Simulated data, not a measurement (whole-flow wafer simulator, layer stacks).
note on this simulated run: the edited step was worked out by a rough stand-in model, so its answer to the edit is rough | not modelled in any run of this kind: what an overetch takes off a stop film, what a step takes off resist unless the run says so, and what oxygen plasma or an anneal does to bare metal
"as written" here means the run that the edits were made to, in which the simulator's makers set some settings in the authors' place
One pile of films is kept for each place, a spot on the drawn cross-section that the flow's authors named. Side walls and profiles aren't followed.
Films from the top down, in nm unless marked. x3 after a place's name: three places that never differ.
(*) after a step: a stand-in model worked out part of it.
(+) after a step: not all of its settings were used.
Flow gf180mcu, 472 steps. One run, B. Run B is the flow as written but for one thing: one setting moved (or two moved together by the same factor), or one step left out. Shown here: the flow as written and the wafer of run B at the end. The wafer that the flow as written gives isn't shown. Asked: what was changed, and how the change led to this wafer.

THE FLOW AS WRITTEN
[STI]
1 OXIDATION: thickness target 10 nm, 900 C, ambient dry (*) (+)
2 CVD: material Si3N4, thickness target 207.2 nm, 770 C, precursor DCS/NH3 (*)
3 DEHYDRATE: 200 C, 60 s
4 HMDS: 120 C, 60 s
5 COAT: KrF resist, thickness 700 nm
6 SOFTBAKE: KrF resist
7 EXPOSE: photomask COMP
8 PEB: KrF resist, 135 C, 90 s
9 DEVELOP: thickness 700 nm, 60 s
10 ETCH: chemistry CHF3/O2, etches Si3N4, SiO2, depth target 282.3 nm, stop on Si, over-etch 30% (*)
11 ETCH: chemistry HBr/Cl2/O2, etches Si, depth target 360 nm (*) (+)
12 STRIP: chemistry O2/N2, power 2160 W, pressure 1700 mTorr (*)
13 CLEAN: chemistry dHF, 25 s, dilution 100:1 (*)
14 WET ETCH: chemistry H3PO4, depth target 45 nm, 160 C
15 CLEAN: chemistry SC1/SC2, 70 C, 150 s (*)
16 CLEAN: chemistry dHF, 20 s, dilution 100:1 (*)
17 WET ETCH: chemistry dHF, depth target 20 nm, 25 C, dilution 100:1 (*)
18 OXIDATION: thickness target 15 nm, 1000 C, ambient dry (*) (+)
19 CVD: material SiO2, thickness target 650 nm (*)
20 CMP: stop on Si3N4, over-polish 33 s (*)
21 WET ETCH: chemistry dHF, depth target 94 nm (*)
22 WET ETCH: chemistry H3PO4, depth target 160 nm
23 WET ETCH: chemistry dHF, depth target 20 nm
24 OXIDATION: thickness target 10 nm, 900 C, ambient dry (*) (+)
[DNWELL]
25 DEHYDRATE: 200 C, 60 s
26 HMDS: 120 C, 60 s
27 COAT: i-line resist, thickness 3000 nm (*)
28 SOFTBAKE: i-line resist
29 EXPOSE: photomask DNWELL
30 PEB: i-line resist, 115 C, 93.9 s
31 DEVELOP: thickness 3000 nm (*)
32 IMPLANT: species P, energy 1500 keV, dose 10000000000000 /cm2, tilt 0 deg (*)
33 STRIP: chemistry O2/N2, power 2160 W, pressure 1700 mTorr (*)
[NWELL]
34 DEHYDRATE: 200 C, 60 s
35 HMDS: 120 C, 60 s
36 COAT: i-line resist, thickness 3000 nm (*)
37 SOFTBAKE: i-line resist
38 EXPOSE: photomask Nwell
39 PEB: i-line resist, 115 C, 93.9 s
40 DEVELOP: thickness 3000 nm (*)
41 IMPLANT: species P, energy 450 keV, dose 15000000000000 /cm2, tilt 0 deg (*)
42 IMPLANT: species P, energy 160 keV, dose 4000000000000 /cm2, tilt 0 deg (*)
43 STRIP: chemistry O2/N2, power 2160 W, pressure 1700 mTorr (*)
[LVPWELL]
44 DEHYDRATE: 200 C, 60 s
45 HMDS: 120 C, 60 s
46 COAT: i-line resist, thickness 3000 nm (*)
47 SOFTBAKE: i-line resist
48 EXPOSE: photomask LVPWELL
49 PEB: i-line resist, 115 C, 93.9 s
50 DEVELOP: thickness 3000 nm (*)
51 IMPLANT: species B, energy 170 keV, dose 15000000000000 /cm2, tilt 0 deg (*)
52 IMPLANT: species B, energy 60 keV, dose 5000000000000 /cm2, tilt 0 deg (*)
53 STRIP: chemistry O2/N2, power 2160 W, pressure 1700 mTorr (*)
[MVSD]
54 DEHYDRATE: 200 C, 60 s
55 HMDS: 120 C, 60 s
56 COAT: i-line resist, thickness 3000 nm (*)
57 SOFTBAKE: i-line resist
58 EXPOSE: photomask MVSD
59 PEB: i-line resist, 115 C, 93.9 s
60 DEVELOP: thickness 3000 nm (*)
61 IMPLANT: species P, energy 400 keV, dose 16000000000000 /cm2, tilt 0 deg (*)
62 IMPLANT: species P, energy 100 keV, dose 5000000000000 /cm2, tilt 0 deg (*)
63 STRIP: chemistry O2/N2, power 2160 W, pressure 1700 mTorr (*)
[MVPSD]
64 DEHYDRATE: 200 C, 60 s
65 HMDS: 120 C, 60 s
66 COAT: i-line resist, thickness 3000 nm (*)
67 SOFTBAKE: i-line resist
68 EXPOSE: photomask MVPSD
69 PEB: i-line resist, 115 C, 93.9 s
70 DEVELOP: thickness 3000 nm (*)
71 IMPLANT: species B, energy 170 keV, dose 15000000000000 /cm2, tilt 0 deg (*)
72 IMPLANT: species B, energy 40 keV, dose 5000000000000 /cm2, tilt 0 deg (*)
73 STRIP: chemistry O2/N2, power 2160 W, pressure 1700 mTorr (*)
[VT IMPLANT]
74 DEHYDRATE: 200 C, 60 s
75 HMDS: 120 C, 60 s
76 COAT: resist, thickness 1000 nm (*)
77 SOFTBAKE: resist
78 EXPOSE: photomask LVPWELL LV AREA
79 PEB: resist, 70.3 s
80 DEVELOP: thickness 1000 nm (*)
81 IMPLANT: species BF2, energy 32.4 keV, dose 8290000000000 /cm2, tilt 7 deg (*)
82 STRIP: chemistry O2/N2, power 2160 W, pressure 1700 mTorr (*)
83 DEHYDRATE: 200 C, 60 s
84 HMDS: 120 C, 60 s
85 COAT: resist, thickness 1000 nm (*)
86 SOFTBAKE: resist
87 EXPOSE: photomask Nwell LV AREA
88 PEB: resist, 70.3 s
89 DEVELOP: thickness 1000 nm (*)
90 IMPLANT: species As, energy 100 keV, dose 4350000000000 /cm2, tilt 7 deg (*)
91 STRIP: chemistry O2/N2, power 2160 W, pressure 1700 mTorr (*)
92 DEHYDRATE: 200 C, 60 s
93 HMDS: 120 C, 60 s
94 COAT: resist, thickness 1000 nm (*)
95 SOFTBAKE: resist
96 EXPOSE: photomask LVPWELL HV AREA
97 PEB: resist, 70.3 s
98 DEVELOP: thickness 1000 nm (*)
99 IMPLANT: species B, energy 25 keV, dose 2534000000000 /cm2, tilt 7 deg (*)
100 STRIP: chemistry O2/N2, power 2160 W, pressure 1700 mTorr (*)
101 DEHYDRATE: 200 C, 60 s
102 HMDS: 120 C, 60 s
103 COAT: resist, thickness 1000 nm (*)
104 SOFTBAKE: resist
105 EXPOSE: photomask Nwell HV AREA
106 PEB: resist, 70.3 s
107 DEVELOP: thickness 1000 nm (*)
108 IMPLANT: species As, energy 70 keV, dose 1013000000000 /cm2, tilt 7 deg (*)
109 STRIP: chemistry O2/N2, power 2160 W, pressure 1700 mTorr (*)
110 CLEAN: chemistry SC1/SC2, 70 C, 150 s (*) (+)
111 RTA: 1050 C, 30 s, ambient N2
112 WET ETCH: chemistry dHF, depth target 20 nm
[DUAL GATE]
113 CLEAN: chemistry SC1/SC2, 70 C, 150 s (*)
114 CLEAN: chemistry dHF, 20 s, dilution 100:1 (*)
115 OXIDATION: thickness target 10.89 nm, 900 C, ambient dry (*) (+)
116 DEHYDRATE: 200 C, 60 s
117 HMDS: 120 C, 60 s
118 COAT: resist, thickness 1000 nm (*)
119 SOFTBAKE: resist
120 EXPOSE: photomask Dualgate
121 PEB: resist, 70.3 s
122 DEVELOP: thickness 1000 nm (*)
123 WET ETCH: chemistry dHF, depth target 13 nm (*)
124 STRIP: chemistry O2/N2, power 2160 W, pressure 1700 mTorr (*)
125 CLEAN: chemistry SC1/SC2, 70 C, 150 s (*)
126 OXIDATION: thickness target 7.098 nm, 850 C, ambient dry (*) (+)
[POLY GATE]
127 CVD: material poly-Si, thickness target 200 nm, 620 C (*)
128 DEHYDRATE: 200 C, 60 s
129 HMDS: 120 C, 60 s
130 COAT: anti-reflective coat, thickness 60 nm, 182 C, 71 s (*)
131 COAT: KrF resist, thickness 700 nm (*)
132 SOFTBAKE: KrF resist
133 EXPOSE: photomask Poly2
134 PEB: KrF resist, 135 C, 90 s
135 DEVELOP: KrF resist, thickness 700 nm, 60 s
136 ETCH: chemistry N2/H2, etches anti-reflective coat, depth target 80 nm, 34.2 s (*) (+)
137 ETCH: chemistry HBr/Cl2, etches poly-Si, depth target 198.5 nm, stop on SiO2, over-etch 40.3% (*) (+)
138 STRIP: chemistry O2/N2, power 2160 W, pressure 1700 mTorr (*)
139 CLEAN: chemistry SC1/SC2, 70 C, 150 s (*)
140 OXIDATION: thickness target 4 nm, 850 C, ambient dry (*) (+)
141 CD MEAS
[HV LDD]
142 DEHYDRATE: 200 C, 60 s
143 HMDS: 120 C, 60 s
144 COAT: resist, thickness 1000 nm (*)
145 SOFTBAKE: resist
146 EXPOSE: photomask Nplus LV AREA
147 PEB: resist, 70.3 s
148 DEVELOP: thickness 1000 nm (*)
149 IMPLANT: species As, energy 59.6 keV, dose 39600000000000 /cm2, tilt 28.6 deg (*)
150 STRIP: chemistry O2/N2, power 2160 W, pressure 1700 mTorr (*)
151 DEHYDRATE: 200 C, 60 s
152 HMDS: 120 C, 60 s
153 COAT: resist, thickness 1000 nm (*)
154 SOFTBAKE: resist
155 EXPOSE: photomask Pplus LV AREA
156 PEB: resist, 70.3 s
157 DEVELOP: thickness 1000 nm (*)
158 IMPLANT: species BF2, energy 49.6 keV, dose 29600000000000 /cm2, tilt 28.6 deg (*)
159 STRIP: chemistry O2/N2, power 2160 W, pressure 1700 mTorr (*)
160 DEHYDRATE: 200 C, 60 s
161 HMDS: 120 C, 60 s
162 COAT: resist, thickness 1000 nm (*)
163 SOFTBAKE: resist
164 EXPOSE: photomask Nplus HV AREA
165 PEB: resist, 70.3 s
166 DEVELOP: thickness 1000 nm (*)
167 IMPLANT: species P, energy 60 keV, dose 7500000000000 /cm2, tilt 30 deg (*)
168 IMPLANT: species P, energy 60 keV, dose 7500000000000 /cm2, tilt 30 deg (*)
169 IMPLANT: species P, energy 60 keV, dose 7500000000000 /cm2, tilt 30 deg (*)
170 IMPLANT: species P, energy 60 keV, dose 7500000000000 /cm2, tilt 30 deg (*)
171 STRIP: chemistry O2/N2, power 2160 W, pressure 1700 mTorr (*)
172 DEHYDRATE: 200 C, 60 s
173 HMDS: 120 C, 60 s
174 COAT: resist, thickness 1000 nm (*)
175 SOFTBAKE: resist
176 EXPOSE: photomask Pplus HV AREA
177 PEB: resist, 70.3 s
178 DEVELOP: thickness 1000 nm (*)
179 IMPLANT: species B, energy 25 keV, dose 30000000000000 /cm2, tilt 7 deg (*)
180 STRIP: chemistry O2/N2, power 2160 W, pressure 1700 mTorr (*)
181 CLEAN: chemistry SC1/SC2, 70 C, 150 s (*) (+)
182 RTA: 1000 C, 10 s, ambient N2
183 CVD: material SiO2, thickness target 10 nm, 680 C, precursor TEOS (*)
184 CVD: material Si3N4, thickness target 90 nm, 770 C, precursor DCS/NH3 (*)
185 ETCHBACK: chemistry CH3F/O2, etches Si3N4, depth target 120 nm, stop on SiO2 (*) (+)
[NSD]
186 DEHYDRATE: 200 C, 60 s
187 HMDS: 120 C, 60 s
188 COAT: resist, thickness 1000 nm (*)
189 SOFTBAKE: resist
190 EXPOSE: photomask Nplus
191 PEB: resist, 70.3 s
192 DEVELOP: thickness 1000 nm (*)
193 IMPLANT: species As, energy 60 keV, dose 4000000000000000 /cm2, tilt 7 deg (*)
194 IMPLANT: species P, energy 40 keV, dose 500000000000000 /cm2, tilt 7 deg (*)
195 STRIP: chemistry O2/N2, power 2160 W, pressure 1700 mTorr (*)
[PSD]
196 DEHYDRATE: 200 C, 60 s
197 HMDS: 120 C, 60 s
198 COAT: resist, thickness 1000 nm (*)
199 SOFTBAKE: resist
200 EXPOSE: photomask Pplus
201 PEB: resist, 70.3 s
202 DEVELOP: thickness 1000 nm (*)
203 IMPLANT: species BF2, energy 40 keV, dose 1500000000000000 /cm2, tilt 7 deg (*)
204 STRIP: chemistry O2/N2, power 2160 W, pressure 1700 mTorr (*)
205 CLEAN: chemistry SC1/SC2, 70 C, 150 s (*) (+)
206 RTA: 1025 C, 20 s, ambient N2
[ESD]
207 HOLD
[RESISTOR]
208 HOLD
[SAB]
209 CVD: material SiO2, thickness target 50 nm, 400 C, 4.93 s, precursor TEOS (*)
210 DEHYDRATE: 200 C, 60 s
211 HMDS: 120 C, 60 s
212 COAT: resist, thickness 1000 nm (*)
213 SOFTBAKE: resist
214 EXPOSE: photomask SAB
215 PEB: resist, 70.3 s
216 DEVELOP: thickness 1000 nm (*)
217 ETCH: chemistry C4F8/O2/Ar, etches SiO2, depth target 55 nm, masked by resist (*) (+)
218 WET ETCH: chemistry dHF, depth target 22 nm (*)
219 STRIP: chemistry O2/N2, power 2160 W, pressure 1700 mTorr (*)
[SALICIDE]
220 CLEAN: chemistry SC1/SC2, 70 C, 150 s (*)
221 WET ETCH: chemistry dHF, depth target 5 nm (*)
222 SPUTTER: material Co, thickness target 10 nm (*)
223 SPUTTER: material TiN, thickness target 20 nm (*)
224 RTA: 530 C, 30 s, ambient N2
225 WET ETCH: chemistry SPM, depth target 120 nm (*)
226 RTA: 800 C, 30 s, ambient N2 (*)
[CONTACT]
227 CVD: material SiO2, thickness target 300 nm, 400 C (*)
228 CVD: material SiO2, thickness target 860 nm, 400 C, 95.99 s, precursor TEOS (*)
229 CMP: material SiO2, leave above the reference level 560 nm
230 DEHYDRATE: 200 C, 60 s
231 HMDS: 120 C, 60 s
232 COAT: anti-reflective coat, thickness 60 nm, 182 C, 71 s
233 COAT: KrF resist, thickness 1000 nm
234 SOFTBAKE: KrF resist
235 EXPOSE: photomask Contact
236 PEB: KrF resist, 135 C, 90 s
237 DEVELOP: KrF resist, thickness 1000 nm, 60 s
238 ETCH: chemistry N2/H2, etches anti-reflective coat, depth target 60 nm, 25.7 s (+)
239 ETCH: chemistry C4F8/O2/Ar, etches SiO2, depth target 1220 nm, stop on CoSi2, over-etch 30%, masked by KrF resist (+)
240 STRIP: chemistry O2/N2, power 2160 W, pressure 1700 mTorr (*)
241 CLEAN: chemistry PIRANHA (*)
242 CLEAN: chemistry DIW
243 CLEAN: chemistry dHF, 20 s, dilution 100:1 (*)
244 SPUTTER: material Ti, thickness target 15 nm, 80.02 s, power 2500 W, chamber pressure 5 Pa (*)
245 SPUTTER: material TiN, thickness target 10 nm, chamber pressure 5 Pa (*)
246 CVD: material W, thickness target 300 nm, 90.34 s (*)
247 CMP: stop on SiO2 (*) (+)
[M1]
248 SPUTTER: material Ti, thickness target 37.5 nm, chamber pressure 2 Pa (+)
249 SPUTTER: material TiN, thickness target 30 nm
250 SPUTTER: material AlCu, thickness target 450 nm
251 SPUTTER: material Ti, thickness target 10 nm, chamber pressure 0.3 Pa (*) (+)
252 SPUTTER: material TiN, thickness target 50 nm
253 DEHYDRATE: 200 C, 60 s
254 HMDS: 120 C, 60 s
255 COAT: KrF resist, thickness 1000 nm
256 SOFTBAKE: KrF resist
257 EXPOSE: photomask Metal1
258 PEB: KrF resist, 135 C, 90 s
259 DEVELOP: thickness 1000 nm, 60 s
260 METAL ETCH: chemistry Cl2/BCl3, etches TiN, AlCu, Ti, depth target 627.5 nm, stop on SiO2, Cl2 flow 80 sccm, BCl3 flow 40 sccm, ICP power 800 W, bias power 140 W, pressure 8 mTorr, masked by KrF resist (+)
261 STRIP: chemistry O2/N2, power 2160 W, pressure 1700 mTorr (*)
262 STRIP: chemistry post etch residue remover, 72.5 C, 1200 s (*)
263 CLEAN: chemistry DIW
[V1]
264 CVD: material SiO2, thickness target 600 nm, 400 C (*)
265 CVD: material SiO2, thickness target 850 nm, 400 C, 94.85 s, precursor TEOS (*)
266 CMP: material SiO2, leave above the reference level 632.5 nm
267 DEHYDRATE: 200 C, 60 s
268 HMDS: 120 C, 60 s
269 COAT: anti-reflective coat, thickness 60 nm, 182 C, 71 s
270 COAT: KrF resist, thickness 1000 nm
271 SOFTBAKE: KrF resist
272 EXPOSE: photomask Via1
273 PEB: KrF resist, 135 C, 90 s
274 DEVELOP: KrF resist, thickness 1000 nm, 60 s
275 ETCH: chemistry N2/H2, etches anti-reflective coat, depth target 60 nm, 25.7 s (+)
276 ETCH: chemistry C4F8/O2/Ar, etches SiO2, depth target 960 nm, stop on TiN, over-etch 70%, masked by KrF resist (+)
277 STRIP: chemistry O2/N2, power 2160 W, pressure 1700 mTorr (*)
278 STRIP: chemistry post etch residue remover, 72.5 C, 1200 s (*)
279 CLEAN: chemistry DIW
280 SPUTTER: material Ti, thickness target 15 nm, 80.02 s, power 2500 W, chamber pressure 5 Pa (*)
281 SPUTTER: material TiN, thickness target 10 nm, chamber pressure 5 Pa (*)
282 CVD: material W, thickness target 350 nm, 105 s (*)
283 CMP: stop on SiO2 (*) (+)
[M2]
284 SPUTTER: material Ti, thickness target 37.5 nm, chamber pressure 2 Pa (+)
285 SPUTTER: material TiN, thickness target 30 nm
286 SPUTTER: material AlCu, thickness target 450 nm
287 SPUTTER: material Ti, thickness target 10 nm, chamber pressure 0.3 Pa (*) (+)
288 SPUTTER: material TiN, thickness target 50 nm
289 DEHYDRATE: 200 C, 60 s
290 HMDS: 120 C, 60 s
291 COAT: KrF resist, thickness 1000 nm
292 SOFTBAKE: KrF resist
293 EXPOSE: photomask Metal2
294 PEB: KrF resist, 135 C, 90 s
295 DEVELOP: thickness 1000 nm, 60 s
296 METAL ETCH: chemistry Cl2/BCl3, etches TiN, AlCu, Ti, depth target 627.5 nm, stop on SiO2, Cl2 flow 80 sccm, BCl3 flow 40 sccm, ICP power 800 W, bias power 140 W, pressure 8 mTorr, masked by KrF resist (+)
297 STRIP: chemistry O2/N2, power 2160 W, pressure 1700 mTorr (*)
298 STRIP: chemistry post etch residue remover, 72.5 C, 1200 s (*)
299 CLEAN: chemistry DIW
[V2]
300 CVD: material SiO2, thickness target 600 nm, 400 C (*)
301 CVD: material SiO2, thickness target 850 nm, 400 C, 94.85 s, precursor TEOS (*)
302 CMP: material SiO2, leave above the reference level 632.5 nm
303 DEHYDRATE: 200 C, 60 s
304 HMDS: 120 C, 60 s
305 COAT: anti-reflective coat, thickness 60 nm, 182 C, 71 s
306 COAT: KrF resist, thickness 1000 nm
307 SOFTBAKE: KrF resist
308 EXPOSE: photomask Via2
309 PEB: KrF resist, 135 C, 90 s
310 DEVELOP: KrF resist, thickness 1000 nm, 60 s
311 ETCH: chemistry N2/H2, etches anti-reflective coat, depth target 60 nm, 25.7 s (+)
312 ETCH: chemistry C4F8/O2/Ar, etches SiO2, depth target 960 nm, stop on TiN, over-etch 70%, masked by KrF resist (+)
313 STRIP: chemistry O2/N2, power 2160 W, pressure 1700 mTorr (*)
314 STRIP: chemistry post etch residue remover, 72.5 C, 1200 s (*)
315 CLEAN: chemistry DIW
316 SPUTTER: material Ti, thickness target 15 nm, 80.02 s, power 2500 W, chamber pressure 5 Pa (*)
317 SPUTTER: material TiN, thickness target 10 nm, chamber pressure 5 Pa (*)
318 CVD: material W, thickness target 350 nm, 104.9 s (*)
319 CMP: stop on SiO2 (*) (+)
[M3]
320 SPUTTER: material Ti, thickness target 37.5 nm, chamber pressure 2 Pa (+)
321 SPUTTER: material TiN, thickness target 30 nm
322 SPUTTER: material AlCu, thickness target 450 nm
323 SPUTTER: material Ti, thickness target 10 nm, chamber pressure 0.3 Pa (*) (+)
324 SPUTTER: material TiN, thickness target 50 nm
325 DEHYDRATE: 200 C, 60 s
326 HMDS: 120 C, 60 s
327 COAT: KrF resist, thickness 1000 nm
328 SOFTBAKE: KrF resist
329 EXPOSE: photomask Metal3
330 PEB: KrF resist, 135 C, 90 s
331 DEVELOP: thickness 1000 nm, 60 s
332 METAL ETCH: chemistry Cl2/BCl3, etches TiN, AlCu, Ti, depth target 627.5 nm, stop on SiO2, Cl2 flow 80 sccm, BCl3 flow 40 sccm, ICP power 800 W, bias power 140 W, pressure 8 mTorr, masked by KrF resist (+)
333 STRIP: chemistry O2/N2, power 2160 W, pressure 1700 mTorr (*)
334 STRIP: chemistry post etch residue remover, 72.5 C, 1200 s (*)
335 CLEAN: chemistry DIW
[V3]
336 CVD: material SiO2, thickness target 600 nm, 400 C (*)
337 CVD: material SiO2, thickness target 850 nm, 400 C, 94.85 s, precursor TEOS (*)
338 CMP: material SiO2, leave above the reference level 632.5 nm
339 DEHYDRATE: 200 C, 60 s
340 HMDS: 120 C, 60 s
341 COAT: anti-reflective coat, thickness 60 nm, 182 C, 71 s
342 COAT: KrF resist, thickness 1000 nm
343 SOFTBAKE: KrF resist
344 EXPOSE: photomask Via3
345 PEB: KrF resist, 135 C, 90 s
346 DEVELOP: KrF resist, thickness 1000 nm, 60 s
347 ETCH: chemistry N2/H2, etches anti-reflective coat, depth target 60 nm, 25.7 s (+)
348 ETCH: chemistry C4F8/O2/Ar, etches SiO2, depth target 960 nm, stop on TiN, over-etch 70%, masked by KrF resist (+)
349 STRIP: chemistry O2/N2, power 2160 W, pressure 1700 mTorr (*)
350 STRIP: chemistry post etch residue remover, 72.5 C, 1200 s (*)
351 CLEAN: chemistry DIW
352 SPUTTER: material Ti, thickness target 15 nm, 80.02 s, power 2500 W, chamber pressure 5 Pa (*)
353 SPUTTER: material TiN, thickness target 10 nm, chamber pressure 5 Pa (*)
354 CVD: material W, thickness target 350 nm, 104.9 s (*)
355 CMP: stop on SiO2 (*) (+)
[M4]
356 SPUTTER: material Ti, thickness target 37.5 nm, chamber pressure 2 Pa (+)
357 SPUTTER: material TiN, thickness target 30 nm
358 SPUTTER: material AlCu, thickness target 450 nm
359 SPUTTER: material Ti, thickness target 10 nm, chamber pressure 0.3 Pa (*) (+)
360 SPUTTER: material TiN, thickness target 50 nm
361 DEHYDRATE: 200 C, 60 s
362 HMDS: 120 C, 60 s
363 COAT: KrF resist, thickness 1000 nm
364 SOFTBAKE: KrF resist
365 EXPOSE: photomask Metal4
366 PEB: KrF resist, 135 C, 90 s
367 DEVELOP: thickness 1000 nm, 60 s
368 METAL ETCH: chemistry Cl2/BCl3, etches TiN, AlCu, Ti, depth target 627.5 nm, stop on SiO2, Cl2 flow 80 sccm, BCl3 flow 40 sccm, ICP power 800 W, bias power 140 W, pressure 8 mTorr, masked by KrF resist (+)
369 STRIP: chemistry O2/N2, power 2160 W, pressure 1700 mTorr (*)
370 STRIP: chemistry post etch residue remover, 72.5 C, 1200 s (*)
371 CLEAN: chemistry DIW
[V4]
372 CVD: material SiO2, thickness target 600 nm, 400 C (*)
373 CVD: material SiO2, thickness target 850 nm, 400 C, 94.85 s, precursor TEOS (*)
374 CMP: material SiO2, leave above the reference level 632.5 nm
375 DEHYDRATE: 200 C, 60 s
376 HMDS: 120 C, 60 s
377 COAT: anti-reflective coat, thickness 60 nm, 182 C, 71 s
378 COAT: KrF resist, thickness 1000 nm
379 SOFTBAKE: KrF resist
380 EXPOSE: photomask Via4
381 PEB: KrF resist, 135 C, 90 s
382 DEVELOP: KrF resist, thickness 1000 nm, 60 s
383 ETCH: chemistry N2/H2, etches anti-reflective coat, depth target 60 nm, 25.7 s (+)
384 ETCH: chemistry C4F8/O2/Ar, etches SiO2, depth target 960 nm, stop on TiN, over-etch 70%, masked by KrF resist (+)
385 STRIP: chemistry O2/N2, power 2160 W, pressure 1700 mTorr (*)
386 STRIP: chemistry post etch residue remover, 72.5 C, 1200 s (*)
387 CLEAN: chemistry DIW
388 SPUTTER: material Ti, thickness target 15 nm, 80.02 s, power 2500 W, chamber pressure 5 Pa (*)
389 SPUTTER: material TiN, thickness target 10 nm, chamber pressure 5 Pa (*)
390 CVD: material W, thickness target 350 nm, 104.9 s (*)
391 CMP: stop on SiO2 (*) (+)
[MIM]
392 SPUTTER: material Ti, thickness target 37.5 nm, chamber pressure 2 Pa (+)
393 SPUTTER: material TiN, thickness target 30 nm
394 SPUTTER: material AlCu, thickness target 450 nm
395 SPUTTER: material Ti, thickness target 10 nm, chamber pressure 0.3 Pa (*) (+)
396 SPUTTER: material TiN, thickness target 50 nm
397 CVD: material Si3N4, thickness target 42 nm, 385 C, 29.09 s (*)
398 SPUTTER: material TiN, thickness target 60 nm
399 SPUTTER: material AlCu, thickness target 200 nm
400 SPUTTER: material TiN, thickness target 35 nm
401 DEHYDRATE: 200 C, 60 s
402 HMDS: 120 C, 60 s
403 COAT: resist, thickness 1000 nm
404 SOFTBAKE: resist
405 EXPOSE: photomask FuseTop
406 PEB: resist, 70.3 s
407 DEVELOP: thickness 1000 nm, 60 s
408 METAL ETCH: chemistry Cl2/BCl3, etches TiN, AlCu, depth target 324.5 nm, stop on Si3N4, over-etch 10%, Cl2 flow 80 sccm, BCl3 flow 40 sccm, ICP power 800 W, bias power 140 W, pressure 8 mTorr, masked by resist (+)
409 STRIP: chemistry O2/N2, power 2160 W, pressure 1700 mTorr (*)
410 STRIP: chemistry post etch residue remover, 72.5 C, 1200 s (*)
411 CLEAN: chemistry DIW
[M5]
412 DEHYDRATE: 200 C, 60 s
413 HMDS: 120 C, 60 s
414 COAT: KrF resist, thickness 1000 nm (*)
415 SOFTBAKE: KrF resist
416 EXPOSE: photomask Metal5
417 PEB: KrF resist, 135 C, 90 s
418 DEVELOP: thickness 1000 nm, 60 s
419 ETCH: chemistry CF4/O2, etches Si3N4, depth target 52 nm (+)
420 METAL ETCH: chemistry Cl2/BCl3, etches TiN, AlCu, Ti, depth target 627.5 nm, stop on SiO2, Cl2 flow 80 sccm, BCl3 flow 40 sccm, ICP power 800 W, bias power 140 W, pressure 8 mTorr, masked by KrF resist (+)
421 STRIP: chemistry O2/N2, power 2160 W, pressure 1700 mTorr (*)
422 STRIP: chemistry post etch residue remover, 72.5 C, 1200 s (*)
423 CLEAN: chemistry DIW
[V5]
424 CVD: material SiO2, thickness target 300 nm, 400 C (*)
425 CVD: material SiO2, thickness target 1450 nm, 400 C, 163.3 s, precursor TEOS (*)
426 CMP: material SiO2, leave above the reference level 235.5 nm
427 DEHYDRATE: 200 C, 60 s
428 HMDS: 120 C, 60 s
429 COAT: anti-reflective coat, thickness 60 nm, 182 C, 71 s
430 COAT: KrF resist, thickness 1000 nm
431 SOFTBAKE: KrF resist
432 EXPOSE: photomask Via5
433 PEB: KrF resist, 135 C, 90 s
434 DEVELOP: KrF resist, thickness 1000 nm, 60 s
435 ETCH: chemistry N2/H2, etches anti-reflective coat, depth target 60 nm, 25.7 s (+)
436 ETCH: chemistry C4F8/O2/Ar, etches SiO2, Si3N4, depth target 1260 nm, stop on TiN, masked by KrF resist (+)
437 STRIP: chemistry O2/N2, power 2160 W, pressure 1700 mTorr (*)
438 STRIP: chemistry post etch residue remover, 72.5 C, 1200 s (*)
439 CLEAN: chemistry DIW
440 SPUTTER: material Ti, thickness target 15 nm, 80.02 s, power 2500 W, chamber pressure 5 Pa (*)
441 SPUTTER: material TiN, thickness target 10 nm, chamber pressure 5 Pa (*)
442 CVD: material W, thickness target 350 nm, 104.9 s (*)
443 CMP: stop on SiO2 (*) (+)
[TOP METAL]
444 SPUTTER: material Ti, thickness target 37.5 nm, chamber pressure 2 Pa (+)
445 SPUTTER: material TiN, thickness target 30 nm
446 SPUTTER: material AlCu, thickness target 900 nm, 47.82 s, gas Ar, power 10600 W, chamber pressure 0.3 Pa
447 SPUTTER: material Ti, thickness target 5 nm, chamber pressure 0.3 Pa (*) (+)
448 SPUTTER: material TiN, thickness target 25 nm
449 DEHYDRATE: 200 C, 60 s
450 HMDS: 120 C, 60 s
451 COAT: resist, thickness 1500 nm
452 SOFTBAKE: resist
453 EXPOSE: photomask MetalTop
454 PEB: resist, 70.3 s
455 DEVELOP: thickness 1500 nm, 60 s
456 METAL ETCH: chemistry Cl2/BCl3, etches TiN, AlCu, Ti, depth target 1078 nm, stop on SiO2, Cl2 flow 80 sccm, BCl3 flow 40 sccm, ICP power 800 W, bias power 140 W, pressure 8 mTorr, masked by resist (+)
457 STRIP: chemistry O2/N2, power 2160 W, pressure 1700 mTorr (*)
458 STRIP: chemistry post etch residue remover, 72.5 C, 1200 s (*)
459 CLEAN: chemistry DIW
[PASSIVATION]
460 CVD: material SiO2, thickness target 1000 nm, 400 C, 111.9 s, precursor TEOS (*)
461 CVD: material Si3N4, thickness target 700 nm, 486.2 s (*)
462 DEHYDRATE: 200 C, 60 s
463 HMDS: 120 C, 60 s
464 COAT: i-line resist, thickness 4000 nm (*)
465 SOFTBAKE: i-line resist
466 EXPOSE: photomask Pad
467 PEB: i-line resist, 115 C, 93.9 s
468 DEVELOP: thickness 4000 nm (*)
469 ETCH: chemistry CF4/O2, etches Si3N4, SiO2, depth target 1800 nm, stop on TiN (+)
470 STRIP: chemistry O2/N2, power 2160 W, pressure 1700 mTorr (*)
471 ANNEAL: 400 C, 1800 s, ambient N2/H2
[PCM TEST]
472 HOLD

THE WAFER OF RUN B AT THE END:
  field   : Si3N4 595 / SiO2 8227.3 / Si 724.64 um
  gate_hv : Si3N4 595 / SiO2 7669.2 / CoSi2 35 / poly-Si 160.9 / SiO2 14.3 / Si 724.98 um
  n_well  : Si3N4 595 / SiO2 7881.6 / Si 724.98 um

The cause: step 461, CVD: thickness target 595 nm was run, where the flow has thickness target 700 nm; step 461, CVD: 413.3 s was run, where the flow has 486.2 s.
It can be read off the wafer: field has Si3N4 595, and step 461 as written asks for 700 nm.

How the change led to this, step by step:
  461 CVD: material Si3N4, thickness target 700 nm, 486.2 s (*)
      field, field__w1, field__w2 and 109 more: Si3N4 +595 (new film) (as written it would be: Si3N4 +700 (new film))
  465 SOFTBAKE: i-line resist
      gate_nat: i-line resist -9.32 (as written it would be: i-line resist -9.86)
      gate_p_hv5: i-line resist -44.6 (as written it would be: i-line resist -45.7)
  469 ETCH: chemistry CF4/O2, etches Si3N4, SiO2, depth target 1800 nm, stop on TiN (+)
      pad: Si3N4 -595 (all of it), SiO2 -1000 (all of it) (as written it would be: Si3N4 -700 (all of it), SiO2 -1000 (all of it))
